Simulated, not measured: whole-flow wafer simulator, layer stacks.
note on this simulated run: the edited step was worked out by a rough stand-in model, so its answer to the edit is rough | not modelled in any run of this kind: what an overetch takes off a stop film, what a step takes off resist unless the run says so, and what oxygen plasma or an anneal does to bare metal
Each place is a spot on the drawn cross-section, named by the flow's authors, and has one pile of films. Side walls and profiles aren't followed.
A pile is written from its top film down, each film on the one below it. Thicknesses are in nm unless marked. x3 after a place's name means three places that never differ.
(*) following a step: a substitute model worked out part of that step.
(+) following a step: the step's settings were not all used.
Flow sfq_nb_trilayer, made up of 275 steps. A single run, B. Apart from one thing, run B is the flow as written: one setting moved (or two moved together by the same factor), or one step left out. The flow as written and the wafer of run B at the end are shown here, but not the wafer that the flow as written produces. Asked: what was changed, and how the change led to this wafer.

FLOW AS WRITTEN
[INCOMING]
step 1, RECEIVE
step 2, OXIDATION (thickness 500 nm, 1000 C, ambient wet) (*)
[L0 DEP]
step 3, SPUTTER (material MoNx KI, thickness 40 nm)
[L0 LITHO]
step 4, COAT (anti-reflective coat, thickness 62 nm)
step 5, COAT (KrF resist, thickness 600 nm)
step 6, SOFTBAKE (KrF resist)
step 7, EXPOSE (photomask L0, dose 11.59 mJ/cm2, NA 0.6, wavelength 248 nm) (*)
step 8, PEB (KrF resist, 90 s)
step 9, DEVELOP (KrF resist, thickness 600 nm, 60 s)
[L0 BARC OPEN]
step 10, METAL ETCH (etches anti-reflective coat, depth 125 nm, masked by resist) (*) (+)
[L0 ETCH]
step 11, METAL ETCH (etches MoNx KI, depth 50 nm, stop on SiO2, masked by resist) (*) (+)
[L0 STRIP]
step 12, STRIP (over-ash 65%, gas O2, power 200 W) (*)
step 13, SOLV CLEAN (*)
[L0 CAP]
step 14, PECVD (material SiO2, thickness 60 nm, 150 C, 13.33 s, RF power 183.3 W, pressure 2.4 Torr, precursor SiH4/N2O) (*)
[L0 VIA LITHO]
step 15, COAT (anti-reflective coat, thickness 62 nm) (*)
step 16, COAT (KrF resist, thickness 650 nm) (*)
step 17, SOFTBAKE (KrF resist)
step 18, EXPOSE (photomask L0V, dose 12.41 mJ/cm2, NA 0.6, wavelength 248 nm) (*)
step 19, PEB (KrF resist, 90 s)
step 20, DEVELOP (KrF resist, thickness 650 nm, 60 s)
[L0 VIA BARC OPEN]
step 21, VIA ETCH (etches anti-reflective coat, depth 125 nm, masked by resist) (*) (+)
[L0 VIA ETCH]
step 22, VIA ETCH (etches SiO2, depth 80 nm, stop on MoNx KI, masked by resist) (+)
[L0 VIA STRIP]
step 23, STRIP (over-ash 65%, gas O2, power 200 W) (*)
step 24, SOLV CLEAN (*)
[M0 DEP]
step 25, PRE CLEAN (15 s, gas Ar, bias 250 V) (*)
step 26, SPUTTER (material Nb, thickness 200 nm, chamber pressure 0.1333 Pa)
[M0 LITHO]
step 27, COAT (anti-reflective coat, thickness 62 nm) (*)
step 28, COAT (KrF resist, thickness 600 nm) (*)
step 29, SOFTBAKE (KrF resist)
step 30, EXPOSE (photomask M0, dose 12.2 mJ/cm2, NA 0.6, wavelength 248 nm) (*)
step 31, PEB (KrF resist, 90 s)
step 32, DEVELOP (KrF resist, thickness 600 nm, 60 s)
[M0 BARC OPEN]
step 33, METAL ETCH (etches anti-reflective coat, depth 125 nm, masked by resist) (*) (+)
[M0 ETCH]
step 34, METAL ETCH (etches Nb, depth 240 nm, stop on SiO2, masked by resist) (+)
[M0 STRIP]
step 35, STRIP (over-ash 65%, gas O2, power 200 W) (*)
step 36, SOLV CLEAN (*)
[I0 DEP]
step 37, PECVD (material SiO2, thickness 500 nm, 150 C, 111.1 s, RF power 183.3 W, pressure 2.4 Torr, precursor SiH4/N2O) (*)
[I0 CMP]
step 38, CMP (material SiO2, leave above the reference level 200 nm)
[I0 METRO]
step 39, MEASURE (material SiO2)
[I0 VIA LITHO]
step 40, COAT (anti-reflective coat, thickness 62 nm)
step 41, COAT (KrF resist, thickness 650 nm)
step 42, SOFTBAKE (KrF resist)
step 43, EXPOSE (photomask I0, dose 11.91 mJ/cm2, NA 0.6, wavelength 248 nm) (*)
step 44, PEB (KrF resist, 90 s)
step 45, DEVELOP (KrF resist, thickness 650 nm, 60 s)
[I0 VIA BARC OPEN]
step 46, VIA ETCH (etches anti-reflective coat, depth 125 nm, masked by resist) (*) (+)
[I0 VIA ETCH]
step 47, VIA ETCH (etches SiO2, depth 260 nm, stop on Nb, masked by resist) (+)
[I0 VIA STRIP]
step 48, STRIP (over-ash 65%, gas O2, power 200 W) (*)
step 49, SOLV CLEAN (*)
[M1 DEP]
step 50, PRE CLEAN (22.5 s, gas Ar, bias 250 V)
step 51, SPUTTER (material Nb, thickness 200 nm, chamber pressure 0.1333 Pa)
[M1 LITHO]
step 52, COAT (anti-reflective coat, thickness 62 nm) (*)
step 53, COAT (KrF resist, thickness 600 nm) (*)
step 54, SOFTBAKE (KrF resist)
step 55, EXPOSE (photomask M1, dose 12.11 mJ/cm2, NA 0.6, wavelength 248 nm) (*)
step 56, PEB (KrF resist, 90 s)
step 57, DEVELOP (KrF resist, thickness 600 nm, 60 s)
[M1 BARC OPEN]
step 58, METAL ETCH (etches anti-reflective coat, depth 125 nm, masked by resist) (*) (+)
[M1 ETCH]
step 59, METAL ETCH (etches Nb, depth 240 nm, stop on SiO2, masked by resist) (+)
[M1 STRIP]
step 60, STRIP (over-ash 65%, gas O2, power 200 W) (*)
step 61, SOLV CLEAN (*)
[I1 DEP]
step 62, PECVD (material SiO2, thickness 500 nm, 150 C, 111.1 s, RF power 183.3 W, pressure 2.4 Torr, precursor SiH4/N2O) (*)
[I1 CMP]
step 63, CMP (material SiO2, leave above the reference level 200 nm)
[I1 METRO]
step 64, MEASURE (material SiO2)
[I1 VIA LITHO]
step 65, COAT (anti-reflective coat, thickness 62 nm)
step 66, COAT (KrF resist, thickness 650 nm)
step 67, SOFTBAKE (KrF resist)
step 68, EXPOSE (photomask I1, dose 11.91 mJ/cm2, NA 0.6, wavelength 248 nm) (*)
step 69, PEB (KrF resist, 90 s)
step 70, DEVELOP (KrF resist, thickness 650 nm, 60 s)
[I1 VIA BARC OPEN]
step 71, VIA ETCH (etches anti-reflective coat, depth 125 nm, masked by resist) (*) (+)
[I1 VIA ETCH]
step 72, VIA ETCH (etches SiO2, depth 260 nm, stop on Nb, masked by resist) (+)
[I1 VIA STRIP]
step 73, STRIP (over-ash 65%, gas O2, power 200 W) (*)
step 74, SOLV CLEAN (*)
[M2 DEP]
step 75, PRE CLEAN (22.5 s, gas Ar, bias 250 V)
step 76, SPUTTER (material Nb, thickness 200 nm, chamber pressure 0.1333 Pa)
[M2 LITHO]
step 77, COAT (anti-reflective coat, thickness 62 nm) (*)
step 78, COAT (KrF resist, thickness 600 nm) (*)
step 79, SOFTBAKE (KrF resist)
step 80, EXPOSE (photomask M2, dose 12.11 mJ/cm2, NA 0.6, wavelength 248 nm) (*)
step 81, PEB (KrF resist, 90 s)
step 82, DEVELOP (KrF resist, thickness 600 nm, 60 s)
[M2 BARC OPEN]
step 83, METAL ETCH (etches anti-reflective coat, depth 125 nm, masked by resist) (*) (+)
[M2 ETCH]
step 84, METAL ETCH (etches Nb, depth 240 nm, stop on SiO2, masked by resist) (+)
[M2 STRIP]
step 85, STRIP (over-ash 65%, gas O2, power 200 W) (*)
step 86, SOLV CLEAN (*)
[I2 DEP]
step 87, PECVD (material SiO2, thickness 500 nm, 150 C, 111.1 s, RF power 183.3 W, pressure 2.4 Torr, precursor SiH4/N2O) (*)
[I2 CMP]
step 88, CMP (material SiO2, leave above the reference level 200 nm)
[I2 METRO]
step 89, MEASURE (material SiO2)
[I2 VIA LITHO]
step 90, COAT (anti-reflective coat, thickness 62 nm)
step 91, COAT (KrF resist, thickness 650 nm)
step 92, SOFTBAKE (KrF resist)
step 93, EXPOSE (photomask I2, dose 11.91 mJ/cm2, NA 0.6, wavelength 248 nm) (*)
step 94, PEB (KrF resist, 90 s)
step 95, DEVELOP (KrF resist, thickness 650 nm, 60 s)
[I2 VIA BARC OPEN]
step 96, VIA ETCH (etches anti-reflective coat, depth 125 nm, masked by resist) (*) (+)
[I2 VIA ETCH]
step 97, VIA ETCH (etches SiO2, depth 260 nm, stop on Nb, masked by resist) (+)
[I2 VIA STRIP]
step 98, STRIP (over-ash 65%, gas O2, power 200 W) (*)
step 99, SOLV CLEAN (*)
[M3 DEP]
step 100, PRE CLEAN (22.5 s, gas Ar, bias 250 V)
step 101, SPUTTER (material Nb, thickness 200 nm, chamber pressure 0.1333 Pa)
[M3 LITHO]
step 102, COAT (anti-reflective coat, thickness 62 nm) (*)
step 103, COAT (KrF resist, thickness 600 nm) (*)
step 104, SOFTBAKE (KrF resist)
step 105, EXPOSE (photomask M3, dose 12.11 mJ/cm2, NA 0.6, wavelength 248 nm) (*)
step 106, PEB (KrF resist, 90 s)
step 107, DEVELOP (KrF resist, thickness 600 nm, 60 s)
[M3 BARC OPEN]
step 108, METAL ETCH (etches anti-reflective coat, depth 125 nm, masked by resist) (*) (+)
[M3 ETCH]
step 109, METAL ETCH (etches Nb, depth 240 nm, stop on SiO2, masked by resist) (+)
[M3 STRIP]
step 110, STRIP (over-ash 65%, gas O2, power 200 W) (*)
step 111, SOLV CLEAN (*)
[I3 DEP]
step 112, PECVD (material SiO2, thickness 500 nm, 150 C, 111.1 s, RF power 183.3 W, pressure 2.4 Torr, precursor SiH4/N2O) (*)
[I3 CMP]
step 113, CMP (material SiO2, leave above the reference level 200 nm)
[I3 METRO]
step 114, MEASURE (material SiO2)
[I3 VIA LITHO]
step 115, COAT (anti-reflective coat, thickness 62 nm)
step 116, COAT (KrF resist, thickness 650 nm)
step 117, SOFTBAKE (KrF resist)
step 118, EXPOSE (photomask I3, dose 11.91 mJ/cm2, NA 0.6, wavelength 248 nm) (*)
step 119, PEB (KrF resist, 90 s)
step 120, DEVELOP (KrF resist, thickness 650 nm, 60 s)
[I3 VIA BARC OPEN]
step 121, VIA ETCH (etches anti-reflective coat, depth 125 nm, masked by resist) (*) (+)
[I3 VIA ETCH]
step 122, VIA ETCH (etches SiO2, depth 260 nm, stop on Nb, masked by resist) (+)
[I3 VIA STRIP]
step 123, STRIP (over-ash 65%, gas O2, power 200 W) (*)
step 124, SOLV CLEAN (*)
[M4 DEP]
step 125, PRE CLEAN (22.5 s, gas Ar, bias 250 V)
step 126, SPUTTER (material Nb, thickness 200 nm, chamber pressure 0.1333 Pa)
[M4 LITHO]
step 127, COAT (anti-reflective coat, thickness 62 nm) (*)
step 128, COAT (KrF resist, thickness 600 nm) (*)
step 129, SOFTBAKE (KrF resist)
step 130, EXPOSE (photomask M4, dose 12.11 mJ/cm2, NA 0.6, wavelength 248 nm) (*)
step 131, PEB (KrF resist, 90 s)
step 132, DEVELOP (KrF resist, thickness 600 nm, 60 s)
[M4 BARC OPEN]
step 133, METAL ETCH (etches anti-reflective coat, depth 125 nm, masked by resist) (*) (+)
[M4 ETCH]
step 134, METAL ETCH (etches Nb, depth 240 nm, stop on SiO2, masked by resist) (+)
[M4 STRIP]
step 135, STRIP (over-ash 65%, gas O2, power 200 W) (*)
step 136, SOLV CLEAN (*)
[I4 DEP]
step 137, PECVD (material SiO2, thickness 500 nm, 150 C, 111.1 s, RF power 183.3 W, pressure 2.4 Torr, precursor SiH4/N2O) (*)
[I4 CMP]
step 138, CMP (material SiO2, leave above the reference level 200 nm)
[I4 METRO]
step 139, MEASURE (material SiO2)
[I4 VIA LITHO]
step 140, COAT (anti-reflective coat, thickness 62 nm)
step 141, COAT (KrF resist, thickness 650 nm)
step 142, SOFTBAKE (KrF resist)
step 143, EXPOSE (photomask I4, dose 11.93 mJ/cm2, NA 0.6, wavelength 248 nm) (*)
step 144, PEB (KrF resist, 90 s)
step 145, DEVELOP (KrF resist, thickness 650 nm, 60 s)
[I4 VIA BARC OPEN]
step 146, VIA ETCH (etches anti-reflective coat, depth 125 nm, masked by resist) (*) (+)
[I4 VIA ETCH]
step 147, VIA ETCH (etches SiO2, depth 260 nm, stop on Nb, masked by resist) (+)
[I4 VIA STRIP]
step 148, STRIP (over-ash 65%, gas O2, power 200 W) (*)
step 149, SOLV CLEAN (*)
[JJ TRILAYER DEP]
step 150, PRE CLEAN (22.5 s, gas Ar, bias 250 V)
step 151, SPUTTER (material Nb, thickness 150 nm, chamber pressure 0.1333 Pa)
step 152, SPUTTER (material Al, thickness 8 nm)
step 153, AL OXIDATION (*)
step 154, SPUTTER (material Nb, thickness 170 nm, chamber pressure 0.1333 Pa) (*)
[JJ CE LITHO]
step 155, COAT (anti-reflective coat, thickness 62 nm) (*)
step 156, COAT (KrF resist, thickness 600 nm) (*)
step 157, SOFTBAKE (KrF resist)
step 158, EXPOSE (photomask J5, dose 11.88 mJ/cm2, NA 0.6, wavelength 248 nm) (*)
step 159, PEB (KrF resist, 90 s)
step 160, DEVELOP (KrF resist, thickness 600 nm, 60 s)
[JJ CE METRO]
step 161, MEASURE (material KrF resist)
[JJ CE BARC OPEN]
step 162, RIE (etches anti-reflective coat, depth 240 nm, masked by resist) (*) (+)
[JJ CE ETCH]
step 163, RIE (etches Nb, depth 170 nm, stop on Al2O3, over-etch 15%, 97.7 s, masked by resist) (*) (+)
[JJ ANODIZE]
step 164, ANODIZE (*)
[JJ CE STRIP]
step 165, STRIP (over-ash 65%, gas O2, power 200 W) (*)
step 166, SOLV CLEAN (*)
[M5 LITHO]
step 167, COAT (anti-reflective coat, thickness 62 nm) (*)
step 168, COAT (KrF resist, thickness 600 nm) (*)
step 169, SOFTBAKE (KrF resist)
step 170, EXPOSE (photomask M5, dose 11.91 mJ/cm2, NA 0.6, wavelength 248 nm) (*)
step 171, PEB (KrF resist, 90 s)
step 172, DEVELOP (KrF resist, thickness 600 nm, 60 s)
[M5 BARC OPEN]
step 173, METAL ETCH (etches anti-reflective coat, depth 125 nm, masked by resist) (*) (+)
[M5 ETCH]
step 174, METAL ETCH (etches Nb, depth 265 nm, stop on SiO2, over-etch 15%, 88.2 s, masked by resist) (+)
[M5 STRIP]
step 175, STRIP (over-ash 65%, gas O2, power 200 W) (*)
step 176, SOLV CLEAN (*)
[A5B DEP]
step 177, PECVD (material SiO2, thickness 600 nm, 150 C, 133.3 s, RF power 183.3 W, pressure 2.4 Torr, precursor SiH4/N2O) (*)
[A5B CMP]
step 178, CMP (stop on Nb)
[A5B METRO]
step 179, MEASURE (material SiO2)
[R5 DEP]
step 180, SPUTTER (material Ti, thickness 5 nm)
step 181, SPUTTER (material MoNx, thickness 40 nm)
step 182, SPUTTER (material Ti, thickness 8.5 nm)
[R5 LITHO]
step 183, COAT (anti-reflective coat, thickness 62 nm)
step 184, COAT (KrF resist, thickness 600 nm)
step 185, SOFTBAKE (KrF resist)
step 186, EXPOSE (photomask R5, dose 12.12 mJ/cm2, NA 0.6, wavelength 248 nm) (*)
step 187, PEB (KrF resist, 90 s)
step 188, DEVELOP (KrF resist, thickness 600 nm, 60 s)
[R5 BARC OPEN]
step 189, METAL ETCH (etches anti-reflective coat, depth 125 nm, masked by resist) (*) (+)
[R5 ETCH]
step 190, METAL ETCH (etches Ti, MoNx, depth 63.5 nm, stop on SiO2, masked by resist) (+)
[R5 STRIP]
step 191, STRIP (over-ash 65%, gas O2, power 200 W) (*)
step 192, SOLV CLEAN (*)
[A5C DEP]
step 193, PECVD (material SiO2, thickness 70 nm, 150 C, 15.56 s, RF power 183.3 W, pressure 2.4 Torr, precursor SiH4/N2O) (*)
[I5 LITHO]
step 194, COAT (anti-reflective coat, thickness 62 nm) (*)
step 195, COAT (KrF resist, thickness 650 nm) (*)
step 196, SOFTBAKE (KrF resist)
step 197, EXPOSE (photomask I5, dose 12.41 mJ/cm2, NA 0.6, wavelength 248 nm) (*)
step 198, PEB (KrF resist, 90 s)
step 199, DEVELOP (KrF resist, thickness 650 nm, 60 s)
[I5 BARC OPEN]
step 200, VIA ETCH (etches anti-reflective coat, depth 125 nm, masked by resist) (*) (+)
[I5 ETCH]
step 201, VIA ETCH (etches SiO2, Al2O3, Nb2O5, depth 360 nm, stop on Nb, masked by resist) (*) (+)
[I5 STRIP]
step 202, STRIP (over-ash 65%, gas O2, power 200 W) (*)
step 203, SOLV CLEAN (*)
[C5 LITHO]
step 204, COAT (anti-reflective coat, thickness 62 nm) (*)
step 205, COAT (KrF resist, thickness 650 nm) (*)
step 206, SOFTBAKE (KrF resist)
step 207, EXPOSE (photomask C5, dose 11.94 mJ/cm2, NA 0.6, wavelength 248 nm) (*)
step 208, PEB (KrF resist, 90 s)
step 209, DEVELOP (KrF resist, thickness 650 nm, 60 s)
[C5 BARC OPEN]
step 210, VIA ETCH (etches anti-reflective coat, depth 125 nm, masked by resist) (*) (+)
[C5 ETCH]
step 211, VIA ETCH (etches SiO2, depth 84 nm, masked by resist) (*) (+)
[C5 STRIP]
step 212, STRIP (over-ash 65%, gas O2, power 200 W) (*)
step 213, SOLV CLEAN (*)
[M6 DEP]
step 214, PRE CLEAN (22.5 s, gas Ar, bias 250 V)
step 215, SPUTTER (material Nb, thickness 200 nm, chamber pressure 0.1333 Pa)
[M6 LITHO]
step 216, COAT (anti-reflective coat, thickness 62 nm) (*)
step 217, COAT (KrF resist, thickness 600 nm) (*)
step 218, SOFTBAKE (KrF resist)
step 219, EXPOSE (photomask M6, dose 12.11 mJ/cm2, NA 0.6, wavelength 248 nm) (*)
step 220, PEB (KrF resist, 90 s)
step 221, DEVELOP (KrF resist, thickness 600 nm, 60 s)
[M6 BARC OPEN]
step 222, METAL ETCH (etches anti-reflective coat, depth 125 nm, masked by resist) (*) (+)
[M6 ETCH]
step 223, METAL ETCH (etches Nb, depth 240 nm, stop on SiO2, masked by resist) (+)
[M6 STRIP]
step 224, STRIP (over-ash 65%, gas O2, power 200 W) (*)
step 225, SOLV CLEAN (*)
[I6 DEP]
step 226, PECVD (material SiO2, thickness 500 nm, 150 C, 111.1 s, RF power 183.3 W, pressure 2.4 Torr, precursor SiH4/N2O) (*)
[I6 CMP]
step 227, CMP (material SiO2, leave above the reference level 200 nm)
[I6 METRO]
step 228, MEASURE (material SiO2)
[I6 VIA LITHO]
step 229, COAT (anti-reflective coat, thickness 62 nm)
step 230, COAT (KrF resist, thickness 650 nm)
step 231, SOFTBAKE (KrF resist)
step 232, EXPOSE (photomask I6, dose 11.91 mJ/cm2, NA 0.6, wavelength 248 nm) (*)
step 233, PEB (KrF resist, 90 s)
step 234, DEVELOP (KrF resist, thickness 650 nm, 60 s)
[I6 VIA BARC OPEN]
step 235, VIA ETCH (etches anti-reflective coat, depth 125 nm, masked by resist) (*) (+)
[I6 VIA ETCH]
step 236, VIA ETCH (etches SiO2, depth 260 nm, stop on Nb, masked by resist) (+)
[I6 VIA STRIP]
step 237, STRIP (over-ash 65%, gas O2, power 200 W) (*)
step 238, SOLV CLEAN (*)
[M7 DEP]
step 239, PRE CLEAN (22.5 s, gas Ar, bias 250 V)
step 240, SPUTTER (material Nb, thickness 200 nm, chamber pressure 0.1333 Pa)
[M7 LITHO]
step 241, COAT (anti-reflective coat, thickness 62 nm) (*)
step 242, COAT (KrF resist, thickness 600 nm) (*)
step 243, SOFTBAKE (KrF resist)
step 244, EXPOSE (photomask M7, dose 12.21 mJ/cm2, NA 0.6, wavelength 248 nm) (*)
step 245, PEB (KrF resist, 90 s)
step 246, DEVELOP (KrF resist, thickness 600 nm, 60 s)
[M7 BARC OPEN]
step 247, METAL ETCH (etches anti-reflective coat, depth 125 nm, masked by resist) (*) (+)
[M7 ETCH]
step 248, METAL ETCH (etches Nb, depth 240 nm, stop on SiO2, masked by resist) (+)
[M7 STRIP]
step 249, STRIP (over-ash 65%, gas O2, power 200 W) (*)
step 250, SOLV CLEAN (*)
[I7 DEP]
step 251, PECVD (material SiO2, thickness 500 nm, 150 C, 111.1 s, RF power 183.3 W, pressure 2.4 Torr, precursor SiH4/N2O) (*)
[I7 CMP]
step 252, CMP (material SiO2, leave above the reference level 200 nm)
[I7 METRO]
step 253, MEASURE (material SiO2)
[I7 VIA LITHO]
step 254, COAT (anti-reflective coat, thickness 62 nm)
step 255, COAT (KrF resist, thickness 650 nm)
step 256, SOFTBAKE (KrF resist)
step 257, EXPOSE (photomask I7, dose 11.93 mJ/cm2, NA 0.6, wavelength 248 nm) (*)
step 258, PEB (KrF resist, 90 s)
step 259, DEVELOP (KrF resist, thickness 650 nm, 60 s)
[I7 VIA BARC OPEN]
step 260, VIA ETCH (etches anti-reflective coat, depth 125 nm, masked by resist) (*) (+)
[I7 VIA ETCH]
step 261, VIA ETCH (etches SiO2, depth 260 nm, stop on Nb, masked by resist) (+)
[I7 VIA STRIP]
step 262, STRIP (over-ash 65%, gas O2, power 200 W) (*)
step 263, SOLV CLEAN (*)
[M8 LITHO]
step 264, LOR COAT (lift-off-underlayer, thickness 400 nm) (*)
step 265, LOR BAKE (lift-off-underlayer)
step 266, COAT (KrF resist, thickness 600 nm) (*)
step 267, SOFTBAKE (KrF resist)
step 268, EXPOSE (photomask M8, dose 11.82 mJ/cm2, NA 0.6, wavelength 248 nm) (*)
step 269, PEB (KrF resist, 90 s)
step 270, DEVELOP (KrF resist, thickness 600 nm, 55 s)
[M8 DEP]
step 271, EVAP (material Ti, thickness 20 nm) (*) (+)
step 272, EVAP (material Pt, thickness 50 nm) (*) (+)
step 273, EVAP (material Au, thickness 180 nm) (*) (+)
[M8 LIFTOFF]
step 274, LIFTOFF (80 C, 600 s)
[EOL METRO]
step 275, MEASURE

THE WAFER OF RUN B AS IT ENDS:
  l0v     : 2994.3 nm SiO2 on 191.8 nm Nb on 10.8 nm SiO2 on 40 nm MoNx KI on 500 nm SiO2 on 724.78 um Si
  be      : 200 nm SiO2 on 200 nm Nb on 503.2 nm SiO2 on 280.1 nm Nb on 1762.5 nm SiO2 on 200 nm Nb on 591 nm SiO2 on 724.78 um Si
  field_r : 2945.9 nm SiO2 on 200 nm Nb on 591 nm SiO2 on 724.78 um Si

The reason: step 14, PECVD: thickness 96 nm was run, though the flow has thickness 60 nm; step 14, PECVD: 21.33 s was run, where the flow has 13.33 s.

How this came from the change, step by step:
  step 14, PECVD (material SiO2, thickness 60 nm, 150 C, 13.33 s, RF power 183.3 W, pressure 2.4 Torr, precursor SiH4/N2O) (*)
      v_sur, via_wl, via_w and 97 more: SiO2 gains 96 (in the flow as written it would be: SiO2 gains 60)
      field_l, l0_sur, l0v, l0r_line_l, l0r_line_c, l0r_line_r: SiO2 gains 96 (new film) (in the flow as written it would be: SiO2 gains 60 (new film))
  step 22, VIA ETCH (etches SiO2, depth 80 nm, stop on MoNx KI, masked by resist) (+)
      l0v: SiO2 loses 80 (in the flow as written it would be: SiO2 loses 59.8 (all of it))
  step 25, PRE CLEAN (15 s, gas Ar, bias 250 V) (*)
      l0v: SiO2 loses 5 (in the flow as written it would be: MoNx KI loses 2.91)
  step 27, COAT (anti-reflective coat, thickness 62 nm) (*)
      l0_sur: anti-reflective coat gains 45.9 (new film) (in the flow as written it would be: anti-reflective coat gains 47.5 (new film))
      l0v: anti-reflective coat gains 83.5 (new film) (in the flow as written it would be: anti-reflective coat gains 78 (new film))
  step 28, COAT (KrF resist, thickness 600 nm) (*)
      l0v: KrF resist gains 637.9 (new film) (in the flow as written it would be: KrF resist gains 622.9 (new film))
  step 35, STRIP (over-ash 65%, gas O2, power 200 W) (*)
      l0_sur: KrF resist loses 369.6 (all of it), anti-reflective coat loses 45.9 (all of it) (in the flow as written it would be: KrF resist loses 372 (all of it), anti-reflective coat loses 47.5 (all of it))
      l0v: KrF resist loses 420.2 (all of it), anti-reflective coat loses 83.5 (all of it) (in the flow as written it would be: KrF resist loses 405.3 (all of it), anti-reflective coat loses 78 (all of it))
  step 38, CMP (material SiO2, leave above the reference level 200 nm)
      l0v: SiO2 loses 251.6 (in the flow as written it would be: SiO2 loses 277.8)
With metal films that touch counted as one body, l0v has 2 bodies (between them, from the top down: SiO2 10.8); the flow as written gives 1 body.
